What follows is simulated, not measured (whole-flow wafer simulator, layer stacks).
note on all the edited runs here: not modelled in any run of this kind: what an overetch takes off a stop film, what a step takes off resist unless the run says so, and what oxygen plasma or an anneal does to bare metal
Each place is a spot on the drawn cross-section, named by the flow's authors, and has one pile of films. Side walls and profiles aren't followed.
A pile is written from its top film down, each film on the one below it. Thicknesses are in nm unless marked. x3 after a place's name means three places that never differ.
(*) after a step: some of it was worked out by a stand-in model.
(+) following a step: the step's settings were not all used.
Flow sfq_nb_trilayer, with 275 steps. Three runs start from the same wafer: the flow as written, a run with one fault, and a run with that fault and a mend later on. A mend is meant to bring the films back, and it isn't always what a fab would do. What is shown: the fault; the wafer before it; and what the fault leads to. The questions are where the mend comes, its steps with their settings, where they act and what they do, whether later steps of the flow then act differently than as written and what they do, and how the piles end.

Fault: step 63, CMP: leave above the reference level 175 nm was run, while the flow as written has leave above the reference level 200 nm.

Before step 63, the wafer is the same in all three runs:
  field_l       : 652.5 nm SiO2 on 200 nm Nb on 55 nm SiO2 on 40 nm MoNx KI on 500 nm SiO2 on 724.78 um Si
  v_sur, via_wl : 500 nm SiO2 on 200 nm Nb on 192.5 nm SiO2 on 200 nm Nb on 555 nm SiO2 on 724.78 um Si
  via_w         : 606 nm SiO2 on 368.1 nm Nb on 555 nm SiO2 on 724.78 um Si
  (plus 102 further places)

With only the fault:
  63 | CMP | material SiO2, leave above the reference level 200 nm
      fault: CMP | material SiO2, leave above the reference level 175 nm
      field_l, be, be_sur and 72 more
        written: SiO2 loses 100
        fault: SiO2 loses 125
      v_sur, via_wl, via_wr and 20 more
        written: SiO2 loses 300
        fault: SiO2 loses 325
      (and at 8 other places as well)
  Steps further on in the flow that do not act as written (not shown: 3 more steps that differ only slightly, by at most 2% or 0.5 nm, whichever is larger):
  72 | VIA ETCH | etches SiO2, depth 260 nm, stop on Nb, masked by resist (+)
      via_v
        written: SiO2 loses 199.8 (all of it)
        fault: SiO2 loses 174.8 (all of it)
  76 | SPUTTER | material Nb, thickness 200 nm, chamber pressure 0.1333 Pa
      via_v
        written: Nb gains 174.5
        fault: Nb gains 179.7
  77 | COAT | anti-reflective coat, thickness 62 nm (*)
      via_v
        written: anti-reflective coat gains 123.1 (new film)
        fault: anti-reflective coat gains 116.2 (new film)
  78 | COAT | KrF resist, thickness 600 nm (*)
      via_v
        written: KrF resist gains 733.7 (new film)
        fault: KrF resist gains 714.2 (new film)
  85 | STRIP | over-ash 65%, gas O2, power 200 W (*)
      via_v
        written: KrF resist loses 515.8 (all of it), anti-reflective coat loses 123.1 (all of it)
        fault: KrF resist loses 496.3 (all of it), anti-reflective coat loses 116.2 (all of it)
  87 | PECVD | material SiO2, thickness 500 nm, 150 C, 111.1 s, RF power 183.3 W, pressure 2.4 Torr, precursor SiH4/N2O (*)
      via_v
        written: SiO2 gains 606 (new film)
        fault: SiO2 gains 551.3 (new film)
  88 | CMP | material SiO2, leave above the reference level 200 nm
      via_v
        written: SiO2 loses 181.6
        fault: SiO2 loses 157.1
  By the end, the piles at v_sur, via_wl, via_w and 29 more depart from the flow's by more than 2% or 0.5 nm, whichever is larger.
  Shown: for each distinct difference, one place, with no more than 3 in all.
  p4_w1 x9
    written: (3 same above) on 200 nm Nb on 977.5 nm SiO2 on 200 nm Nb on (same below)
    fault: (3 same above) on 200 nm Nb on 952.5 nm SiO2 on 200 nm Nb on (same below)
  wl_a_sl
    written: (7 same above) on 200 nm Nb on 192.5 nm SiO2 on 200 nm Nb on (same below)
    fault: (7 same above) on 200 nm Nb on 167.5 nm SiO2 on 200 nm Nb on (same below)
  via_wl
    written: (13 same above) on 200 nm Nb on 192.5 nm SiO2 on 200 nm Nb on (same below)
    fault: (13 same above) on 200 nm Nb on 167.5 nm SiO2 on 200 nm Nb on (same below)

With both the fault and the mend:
  After step 70 comes the mend.
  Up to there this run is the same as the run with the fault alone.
  70a | STRIP | over-ash 65%, gas O2, power 200 W (*)
      field_l, v_sur, via_wl and 102 more
        KrF resist loses 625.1 (all of it), anti-reflective coat loses 62 (all of it)
      via_v
        anti-reflective coat loses 62 (all of it)
  70b | PECVD | material SiO2, thickness 25 nm, 150 C, 5.556 s, RF power 183.3 W, pressure 2.4 Torr, precursor SiH4/N2O (a further turn of the flow's step 62, with different settings)
      field_l, v_sur, via_wl and 103 more
        SiO2 gains 25
  70c | COAT | anti-reflective coat, thickness 62 nm (a further turn of the flow's step 65)
      field_l, v_sur, via_wl and 103 more
        anti-reflective coat gains 62 (new film)
  70d | COAT | KrF resist, thickness 650 nm (a further turn of the flow's step 66)
      field_l, v_sur, via_wl and 103 more
        KrF resist gains 650 (new film)
  70e | SOFTBAKE | KrF resist (a further turn of the flow's step 67)
      alters no film at any place that is followed
  70f | EXPOSE | photomask I1, dose 11.91 mJ/cm2, NA 0.6, wavelength 248 nm (*) (a further turn of the flow's step 68)
      alters no film at any place that is followed
  70g | PEB | KrF resist, 90 s (a further turn of the flow's step 69)
      field_l, v_sur, via_wl and 103 more
        KrF resist loses 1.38
  70h | DEVELOP | KrF resist, thickness 650 nm, 60 s (a further turn of the flow's step 70)
      field_l, v_sur, via_wl and 102 more
        KrF resist loses 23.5
      via_v
        KrF resist loses 648.6 (all of it)
  None of the later steps of the flow differs from how it acts as written, at any place that is followed, by more than 2% or 0.5 nm, whichever is larger.
  When the end is reached, the piles differ only a little from the flow's at the places that both follow, at most by 2% or 0.5 nm, whichever is larger.
